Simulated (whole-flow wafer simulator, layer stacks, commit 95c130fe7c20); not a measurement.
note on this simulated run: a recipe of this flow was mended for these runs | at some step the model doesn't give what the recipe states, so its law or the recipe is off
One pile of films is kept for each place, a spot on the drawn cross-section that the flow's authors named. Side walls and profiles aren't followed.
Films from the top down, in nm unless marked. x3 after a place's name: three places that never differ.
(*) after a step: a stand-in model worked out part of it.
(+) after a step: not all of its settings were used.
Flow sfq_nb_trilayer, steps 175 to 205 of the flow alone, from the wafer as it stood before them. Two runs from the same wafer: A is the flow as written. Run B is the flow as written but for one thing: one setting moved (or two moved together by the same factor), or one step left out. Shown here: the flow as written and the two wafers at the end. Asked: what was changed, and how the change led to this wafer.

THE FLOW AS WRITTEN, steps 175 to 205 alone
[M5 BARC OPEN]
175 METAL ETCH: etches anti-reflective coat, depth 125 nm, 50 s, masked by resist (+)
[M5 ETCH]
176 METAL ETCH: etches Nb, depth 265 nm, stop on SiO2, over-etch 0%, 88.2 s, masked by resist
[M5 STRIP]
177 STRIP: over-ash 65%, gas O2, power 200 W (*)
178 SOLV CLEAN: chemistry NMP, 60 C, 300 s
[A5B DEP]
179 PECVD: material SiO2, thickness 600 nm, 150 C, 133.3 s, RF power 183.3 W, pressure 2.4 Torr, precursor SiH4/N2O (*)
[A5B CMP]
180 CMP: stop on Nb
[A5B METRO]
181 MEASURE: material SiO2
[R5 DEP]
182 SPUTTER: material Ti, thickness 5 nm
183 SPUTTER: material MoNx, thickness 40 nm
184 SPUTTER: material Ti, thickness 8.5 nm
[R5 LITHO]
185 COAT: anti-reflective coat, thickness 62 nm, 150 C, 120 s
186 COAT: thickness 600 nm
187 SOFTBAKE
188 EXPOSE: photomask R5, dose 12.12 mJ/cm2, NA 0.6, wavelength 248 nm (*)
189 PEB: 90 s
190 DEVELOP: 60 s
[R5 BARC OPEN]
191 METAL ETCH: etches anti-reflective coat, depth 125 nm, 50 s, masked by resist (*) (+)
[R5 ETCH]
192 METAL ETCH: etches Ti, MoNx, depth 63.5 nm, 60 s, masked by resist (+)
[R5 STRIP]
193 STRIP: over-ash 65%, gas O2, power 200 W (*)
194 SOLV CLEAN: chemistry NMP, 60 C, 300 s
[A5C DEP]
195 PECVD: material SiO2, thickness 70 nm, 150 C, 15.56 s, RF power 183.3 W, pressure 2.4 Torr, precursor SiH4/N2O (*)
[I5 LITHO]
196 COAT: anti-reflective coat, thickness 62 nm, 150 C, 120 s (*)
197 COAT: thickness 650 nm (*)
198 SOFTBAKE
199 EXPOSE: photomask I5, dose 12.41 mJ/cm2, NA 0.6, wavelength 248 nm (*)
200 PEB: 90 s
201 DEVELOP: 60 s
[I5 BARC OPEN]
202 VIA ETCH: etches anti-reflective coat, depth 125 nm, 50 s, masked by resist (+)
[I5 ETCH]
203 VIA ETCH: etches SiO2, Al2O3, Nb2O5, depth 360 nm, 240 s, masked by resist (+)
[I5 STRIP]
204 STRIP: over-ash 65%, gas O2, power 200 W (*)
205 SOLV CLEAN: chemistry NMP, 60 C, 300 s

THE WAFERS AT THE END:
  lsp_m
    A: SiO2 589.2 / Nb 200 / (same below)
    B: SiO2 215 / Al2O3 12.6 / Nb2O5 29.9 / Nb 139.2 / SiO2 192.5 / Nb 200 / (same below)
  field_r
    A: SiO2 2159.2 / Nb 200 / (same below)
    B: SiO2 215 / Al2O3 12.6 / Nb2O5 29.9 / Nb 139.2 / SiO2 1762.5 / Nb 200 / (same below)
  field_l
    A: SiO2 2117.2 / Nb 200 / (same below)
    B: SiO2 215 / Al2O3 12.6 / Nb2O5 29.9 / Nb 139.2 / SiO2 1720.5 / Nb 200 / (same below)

The cause: step 176, METAL ETCH: etches Nb, depth 265 nm, stop on SiO2, over-etch 0%, 88.2 s, masked by resist, was left out.

How the change led to this, step by step:
  177 STRIP: over-ash 65%, gas O2, power 200 W (*)
      l0r_line_l x3, l0r_space_c x19, m0r_space_l x2 and 6 more: A KrF-resist-other-grade -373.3 (all of it), anti-reflective coat -62 (all of it) | B KrF-resist-other-grade -505.8 (all of it), anti-reflective coat -62 (all of it)
      v_sur: A KrF-resist-other-grade -366.5 (all of it), anti-reflective coat -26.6 (all of it) | B KrF-resist-other-grade -499 (all of it), anti-reflective coat -26.6 (all of it)
      (and at 22 more places)
  179 PECVD: material SiO2, thickness 600 nm, 150 C, 133.3 s, RF power 183.3 W, pressure 2.4 Torr, precursor SiH4/N2O (*)
      field_l, lsp_m, ln_m6 and 44 more: A SiO2 +600 | B SiO2 +600 (new film)
      r_sur, res, r_end, moat, field_r, lsp_l: A SiO2 +593.1 | B SiO2 +600 (new film)
      (and at 3 more places)
  180 CMP: stop on Nb
      field_l, lsp_m, ln_m6 and 42 more: A SiO2 -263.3 | B SiO2 -453.4
      res, r_end, moat, field_r, lsp_l: A SiO2 -256.4 | B SiO2 -453.4
      (and at 6 more places)
Counting metal films that touch as one body, lsp_m has 3 bodies (between them, from the top down: SiO2 192.5; SiO2 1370); the flow as written gives 2 bodies (between them, from the top down: SiO2 1370).
Counting metal films that touch as one body, field_r has 2 bodies (between them, from the top down: SiO2 1762.5); the flow as written gives 1 body.
Counting metal films that touch as one body, field_l has 3 bodies (between them, from the top down: SiO2 1720.5; SiO2 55); the flow as written gives 2 bodies (between them, from the top down: SiO2 55).
